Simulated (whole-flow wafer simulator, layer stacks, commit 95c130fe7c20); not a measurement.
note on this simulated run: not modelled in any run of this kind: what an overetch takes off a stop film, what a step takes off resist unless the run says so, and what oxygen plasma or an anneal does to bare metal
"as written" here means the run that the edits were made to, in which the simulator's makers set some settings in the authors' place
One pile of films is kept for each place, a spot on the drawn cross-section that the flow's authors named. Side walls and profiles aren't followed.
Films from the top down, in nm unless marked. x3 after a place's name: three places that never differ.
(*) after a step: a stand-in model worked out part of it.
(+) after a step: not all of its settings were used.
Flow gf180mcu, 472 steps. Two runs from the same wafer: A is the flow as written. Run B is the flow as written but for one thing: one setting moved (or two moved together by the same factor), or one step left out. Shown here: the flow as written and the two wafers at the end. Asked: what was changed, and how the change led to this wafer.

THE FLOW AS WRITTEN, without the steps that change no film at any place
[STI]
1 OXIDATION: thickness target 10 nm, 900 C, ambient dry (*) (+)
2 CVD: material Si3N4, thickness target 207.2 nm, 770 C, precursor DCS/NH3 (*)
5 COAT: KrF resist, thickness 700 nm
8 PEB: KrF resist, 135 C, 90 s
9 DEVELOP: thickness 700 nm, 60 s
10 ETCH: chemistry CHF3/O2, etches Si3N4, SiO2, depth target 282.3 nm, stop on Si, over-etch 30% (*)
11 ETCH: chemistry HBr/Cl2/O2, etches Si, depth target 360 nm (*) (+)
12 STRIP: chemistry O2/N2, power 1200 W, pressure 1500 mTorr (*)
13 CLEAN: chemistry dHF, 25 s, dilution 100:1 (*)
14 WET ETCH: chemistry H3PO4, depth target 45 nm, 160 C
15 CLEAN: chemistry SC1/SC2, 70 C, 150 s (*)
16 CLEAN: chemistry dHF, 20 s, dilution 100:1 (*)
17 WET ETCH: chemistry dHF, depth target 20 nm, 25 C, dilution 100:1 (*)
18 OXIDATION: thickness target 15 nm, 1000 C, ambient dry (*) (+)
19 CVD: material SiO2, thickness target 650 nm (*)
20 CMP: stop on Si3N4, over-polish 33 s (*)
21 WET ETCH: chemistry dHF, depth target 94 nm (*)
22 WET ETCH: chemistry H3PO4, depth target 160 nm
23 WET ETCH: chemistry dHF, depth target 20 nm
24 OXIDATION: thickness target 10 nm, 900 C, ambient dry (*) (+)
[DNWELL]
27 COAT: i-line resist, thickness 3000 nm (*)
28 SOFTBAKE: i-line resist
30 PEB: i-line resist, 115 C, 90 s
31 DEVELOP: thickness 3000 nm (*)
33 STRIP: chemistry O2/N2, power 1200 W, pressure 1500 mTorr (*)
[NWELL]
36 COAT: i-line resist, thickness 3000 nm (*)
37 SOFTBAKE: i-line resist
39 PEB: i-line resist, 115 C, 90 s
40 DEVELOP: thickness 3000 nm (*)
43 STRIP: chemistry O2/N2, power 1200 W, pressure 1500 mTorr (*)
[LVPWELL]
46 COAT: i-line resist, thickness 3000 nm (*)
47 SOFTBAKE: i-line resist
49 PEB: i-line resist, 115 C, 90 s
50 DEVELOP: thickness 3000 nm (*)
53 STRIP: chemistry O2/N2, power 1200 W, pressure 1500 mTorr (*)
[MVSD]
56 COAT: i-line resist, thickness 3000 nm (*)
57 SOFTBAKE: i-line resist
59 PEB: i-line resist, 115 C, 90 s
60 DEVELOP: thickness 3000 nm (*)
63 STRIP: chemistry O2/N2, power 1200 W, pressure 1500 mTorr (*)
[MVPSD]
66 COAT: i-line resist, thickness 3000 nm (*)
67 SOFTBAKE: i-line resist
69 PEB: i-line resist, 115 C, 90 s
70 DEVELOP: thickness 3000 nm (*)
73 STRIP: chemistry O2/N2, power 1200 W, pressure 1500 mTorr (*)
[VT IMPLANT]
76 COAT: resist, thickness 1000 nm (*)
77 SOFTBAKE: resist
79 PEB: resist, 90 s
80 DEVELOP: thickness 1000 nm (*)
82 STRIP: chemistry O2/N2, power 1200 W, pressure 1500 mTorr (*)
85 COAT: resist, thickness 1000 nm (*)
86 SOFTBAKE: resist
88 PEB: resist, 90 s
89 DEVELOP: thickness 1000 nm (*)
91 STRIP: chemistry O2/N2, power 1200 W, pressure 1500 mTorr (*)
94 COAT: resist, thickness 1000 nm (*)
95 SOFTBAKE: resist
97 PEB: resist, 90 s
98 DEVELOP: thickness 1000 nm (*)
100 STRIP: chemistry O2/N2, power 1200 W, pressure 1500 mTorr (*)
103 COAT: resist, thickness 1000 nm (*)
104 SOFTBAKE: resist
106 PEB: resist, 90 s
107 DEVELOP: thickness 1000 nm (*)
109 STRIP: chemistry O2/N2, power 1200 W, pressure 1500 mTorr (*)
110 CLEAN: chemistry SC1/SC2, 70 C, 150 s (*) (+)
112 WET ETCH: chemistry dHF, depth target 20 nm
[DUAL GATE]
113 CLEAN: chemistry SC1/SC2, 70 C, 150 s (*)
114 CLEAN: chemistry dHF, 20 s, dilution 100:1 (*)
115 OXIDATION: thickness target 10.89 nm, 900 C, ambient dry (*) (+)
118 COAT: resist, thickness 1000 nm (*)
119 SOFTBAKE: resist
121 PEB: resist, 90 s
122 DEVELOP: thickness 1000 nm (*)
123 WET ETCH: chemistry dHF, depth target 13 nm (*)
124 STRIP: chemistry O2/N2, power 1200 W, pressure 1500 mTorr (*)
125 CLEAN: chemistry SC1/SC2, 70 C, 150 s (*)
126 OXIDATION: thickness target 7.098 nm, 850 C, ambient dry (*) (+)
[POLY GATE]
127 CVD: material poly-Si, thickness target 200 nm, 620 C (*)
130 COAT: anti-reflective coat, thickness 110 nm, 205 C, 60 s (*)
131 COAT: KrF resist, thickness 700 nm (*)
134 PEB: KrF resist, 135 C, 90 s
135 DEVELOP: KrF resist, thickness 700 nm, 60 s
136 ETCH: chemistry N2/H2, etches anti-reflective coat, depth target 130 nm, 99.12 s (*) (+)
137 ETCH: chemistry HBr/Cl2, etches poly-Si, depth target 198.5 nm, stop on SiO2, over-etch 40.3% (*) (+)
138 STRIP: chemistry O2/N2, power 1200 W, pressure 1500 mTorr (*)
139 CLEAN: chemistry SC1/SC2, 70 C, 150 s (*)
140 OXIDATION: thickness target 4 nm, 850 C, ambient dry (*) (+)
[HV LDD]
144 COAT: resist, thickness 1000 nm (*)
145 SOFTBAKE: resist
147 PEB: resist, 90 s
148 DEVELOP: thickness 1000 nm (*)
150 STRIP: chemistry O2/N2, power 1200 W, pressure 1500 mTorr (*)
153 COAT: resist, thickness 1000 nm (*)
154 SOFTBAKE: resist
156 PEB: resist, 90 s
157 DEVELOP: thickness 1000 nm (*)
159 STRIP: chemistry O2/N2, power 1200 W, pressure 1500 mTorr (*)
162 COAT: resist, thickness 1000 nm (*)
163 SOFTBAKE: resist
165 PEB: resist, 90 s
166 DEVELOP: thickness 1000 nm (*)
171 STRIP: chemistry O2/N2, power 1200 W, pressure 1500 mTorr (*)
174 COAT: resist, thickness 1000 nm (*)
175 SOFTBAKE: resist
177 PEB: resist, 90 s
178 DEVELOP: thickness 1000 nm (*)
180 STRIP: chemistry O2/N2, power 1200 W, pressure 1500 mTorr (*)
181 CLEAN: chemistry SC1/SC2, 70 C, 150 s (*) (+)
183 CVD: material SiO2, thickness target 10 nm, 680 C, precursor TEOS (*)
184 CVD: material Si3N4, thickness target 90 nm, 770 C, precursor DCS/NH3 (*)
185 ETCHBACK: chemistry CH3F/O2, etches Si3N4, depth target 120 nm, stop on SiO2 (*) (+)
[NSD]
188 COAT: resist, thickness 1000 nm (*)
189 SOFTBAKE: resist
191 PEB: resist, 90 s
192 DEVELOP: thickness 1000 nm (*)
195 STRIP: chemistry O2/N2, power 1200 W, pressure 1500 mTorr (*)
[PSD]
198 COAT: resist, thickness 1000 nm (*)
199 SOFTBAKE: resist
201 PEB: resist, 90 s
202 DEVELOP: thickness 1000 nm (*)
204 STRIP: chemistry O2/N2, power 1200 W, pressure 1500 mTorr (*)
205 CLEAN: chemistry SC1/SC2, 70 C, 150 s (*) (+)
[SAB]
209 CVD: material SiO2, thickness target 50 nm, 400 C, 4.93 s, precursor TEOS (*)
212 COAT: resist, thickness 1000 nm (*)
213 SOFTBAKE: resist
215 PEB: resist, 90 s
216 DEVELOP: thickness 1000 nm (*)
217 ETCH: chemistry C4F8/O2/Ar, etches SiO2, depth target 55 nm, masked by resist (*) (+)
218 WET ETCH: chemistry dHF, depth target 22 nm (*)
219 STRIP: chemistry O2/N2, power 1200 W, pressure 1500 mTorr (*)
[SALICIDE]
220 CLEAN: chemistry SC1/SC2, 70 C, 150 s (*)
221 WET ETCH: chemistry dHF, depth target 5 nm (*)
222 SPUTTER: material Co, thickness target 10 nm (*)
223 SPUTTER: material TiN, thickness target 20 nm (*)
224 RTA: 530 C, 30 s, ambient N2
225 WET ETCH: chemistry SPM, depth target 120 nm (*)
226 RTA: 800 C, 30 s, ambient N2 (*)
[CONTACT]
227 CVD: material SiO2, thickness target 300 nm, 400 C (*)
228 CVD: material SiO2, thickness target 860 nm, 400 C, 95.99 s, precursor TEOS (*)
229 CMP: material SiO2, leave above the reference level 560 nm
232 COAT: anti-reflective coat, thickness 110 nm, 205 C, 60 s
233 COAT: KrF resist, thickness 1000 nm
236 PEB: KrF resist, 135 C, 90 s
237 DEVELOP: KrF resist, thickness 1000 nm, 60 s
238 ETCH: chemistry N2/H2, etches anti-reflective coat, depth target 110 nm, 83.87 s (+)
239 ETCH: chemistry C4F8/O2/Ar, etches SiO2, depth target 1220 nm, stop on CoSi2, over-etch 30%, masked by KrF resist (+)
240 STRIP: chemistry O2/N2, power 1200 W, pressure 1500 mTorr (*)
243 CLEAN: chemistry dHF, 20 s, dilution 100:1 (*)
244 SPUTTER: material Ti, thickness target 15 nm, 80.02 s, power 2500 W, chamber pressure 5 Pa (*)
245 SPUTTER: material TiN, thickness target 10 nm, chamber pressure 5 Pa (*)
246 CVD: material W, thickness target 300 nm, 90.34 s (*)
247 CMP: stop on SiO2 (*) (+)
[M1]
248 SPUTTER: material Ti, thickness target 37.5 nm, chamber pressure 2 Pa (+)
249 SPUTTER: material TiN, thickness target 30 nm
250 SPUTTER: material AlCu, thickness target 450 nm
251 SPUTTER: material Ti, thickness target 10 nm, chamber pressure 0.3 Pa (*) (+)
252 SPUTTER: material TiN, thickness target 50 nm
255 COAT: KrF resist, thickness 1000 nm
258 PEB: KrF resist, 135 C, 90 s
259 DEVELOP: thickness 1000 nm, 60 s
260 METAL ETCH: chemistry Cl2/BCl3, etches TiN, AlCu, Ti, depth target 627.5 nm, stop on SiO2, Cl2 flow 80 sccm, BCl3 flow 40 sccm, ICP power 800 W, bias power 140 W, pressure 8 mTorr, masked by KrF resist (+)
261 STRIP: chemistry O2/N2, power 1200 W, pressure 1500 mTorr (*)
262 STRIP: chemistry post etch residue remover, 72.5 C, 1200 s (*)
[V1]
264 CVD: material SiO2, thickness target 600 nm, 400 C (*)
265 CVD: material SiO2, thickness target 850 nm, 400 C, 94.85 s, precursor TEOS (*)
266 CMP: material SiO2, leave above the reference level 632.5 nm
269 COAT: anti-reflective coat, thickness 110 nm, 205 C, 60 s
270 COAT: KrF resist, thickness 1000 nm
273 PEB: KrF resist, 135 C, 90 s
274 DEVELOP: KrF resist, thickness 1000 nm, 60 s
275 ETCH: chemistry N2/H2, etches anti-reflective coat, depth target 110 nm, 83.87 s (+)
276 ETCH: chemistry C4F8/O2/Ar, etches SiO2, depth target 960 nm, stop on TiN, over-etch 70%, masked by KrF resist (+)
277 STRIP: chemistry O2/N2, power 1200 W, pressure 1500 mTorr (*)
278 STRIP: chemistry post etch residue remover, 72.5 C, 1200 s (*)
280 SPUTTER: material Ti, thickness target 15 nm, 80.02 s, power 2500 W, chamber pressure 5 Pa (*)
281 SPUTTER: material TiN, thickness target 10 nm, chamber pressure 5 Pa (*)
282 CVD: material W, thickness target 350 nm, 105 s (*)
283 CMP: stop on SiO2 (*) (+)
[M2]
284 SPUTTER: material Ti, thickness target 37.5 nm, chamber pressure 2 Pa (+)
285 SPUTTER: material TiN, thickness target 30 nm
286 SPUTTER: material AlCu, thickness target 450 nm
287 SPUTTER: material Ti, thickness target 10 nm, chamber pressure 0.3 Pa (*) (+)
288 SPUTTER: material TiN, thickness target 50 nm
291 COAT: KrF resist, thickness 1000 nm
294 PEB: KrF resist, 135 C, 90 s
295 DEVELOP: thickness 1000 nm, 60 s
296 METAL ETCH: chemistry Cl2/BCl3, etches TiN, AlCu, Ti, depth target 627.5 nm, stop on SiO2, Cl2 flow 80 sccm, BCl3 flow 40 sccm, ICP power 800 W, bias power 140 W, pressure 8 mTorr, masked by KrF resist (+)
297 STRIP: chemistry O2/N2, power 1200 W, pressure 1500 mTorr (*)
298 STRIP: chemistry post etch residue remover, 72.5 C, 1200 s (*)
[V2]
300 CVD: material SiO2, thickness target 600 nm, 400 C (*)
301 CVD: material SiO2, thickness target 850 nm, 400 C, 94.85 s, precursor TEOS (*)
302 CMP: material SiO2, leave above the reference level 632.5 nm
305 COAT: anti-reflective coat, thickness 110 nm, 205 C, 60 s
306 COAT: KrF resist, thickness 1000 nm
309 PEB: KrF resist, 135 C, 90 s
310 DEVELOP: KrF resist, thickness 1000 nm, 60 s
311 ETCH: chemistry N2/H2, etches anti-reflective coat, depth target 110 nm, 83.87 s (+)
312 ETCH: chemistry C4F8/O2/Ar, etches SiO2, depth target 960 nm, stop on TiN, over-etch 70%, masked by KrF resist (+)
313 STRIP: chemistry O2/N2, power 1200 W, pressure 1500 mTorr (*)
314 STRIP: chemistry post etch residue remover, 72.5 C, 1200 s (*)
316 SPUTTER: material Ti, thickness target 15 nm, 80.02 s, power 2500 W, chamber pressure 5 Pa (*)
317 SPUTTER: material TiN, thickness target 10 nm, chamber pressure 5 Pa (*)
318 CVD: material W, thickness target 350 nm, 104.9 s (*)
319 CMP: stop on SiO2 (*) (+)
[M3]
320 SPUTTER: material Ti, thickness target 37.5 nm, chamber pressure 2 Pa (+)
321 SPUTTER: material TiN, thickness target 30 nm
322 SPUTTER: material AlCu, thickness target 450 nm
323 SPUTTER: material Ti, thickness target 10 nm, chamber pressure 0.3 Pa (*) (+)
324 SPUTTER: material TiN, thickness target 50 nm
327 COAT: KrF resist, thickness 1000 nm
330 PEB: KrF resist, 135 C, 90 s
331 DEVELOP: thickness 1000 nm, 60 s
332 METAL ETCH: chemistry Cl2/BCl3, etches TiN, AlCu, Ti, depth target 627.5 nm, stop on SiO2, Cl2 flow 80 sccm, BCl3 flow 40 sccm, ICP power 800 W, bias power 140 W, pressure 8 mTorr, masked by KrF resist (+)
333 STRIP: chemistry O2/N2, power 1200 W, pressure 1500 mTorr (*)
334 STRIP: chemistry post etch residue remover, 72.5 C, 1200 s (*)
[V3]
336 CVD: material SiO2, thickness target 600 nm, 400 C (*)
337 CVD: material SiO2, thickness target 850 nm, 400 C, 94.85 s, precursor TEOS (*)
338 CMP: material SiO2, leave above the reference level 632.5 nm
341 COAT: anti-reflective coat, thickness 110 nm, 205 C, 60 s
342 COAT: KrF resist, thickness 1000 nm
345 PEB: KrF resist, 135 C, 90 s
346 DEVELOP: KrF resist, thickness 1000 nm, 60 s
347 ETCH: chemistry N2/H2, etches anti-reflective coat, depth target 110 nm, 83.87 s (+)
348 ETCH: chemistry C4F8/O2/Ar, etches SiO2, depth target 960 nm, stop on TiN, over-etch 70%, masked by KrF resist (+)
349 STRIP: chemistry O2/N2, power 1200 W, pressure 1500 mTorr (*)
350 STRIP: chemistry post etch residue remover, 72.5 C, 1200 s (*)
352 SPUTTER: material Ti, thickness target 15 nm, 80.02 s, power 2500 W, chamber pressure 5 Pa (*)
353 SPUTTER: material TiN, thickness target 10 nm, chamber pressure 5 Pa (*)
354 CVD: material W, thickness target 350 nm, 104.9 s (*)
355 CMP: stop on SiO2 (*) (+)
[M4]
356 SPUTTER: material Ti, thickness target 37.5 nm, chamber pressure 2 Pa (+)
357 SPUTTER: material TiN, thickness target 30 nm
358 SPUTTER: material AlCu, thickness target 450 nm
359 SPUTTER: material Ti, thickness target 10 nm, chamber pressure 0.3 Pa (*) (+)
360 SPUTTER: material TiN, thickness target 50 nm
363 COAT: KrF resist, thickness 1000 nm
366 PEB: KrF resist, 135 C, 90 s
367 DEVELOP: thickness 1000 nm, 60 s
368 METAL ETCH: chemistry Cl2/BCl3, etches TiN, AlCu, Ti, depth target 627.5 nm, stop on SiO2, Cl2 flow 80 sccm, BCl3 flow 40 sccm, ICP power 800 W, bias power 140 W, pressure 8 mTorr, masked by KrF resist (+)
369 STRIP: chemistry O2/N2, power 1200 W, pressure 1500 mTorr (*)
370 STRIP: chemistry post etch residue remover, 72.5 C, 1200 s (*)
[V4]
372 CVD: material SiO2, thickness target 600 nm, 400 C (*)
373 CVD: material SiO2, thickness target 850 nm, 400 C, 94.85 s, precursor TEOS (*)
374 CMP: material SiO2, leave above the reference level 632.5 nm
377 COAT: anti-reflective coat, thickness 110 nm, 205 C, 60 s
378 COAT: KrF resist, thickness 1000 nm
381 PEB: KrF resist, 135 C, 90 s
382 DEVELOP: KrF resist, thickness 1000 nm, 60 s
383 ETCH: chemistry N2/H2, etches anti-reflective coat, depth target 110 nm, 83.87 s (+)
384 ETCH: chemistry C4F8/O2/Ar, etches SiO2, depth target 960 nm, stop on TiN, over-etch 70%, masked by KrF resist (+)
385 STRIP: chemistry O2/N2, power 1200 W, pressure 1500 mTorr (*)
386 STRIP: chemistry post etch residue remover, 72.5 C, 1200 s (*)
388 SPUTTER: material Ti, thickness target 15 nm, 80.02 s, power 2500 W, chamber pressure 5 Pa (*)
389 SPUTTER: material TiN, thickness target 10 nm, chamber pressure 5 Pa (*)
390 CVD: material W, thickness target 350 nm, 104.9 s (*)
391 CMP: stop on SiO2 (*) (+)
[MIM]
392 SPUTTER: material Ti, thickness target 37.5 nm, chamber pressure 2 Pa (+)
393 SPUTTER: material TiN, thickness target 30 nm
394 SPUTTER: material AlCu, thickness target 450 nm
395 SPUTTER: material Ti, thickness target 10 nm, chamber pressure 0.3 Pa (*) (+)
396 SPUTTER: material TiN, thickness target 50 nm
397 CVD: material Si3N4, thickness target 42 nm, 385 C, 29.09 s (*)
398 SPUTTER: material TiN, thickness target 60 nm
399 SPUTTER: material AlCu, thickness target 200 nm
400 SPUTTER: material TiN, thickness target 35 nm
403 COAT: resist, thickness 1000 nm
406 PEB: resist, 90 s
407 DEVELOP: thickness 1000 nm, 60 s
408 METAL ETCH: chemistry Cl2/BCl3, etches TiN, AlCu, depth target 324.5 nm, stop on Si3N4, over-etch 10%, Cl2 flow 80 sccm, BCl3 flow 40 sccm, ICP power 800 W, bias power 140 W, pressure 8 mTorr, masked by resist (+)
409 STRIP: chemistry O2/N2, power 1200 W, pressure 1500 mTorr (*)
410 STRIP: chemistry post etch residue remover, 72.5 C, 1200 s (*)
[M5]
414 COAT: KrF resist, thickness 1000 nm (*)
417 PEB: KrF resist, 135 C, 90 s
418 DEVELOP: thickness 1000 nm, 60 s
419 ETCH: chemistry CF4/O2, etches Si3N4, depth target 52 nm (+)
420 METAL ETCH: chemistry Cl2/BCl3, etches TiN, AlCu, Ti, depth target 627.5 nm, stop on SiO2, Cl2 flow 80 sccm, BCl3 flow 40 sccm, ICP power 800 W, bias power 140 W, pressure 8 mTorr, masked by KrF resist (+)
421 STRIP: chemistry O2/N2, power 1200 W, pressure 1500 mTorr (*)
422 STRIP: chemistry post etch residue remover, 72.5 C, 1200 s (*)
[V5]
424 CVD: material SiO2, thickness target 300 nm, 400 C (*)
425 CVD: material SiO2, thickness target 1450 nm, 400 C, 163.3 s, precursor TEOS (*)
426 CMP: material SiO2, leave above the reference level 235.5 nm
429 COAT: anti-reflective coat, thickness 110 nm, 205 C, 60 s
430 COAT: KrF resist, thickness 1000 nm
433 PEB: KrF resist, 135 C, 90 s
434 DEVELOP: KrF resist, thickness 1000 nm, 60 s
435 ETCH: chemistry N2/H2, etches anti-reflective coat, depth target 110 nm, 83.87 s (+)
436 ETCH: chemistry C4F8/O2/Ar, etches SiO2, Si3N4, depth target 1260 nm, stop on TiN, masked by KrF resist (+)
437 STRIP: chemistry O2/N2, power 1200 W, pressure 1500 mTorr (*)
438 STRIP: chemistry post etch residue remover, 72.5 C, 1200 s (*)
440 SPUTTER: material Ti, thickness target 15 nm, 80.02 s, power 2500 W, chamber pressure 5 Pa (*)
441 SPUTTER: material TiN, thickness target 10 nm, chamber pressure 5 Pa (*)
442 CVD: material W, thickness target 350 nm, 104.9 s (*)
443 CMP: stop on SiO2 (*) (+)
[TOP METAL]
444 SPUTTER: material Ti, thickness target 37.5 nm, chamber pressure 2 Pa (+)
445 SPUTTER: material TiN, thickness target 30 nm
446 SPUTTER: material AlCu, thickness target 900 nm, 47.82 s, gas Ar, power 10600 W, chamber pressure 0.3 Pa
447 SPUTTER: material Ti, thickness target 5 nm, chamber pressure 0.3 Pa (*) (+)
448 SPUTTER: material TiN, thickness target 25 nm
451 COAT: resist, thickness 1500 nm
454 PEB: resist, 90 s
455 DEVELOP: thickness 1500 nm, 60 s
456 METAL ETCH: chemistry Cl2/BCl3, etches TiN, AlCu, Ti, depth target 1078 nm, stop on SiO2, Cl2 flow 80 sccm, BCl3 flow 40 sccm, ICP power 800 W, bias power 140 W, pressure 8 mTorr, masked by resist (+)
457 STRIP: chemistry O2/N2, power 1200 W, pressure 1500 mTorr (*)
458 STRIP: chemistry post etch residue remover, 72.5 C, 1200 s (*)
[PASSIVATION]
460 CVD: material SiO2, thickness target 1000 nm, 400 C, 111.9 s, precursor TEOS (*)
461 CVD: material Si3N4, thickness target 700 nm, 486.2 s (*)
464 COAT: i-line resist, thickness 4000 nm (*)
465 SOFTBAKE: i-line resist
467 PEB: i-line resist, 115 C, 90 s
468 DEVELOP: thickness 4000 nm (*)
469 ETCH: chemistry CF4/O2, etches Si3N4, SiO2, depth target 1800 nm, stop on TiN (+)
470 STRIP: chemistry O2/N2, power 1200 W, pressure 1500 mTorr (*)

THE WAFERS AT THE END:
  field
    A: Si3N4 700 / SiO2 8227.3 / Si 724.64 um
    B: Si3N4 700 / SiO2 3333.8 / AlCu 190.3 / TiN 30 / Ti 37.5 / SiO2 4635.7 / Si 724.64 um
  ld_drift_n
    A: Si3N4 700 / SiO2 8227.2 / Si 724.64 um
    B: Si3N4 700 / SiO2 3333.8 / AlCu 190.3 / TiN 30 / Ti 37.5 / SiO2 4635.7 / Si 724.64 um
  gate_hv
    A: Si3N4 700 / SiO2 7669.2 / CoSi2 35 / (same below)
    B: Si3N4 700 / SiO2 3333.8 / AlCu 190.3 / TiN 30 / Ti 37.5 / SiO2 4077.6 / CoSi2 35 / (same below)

The cause: step 368, METAL ETCH: depth target 314 nm was run, where the flow has depth target 627.5 nm.

How the change led to this, step by step:
  368 METAL ETCH: chemistry Cl2/BCl3, etches TiN, AlCu, Ti, depth target 627.5 nm, stop on SiO2, Cl2 flow 80 sccm, BCl3 flow 40 sccm, ICP power 800 W, bias power 140 W, pressure 8 mTorr, masked by KrF resist (+)
      field, field__w1, field__w2 and 103 more: A TiN -50 (all of it), Ti -10 (all of it), AlCu -450 (all of it), TiN -30 (all of it), Ti -37.5 (all of it) | B TiN -50 (all of it), Ti -10 (all of it), AlCu -254
      field__w8, contact, m1, m1__w1, m1_nw: A KrF resist -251 | B KrF resist -125.6
  369 STRIP: chemistry O2/N2, power 1200 W, pressure 1500 mTorr (*)
      field__w8, contact, m1, m1__w1, m1_nw: A KrF resist -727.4 (all of it) | B KrF resist -852.8 (all of it)
  370 STRIP: chemistry post etch residue remover, 72.5 C, 1200 s (*)
      field, field__w1, field__w2 and 103 more: A nothing | B AlCu -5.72
  372 CVD: material SiO2, thickness target 600 nm, 400 C (*)
      field, field__w1, field__w2 and 103 more: A SiO2 +600 | B SiO2 +600 (new film)
  374 CMP: material SiO2, leave above the reference level 632.5 nm
      field, field__w1, field__w2 and 103 more: A SiO2 -300 | B SiO2 -557.8
Counting metal films that touch as one body, field has 1 body; the flow as written gives 0 bodies.
Counting metal films that touch as one body, ld_drift_n has 1 body; the flow as written gives 0 bodies.
Counting metal films that touch as one body, gate_hv has 2 bodies (between them, from the top down: SiO2 4077.6); the flow as written gives 1 body.
